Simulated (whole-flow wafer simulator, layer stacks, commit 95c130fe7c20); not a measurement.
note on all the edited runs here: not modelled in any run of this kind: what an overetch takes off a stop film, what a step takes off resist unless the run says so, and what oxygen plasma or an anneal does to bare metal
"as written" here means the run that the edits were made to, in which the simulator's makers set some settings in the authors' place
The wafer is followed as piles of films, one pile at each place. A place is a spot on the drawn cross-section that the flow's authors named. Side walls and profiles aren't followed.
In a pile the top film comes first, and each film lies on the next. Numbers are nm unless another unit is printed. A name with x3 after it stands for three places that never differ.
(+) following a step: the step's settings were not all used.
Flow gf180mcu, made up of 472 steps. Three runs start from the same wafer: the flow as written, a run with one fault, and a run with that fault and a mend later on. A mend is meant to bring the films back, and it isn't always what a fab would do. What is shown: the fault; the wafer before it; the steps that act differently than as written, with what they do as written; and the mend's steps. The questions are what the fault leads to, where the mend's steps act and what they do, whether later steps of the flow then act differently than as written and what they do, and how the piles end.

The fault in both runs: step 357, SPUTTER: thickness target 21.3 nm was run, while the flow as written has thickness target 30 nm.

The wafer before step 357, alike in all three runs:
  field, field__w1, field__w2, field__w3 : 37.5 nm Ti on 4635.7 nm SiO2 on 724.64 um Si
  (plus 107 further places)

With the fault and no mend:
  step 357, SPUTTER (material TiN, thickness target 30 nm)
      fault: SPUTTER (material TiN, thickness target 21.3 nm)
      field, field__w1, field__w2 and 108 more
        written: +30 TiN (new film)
        fault: +21.3 TiN (new film)
  Later steps of the flow acting differently than as written:
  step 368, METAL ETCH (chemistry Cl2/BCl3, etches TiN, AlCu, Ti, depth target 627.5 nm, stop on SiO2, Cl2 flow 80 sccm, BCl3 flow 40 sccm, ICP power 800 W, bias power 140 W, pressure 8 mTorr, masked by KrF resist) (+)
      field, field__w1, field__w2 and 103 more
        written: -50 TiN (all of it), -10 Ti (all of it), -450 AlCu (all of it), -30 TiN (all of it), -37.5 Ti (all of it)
        fault: -50 TiN (all of it), -10 Ti (all of it), -450 AlCu (all of it), -21.3 TiN (all of it), -37.5 Ti (all of it)
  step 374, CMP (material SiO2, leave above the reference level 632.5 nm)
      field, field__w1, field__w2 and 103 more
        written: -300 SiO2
        fault: -308.7 SiO2
  At field__w8, contact, m1, m1__w1, m1_nw, the piles at the end differ from the flow's by more than 2% or 0.5 nm, whichever is larger.
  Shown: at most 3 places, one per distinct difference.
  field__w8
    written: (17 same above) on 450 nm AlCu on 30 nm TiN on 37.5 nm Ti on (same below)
    fault: (17 same above) on 450 nm AlCu on 21.3 nm TiN on 37.5 nm Ti on (same below)
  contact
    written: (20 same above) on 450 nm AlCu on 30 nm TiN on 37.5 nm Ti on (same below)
    fault: (20 same above) on 450 nm AlCu on 21.3 nm TiN on 37.5 nm Ti on (same below)

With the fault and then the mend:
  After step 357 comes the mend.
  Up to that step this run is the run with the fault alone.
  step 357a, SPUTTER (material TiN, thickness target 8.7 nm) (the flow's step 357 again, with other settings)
      field, field__w1, field__w2 and 108 more
        +8.7 TiN
  Later steps of the flow that are run all act as written at every place that is followed.
  The piles end the same as the flow's at every place that both follow.
